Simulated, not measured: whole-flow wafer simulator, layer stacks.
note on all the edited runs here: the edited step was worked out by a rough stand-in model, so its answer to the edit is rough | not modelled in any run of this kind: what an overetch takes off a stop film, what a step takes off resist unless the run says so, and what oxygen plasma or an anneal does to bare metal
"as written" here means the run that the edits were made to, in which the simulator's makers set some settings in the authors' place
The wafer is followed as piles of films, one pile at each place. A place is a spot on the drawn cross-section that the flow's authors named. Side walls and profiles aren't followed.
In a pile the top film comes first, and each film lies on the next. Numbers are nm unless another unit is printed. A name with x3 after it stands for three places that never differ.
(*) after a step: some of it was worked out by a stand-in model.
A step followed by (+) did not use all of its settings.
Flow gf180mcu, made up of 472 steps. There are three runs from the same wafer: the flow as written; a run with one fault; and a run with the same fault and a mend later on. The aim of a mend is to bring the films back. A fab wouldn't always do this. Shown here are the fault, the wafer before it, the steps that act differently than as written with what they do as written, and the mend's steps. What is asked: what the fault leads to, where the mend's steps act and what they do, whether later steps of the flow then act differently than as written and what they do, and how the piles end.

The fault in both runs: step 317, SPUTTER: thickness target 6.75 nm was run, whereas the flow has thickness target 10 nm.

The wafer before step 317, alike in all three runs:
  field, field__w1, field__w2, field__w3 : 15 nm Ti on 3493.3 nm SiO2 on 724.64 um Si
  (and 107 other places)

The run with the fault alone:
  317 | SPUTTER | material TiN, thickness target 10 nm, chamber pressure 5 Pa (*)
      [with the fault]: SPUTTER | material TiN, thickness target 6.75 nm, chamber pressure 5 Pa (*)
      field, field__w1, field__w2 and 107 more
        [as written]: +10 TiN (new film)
        [with the fault]: +6.75 TiN (new film)
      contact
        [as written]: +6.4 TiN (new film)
        [with the fault]: +4.33 TiN (new film)
  Later steps of the flow acting differently than as written (not shown: 1 more step that differs only slightly, by at most 2% or 0.5 nm, whichever is larger):
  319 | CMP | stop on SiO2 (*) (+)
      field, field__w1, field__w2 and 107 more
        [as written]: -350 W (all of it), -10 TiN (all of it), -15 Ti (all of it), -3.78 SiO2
        [with the fault]: -350 W (all of it), -6.75 TiN (all of it), -15 Ti (all of it), -3.75 SiO2
  At contact, the piles at the end differ from the flow's by more than 2% or 0.5 nm, whichever is larger.
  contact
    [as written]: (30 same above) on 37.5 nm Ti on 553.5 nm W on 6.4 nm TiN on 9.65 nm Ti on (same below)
    [with the fault]: (30 same above) on 37.5 nm Ti on 555.6 nm W on 4.33 nm TiN on 9.65 nm Ti on (same below)

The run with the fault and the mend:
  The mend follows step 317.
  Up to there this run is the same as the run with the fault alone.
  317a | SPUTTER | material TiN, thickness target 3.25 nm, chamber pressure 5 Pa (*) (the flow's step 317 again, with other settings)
      field, field__w1, field__w2 and 107 more
        +3.25 TiN
      contact
        +2.08 TiN
  None of the later steps of the flow acts differently than as written at any place that is followed.
  By the end, the piles equal the flow's at every place that both follow.
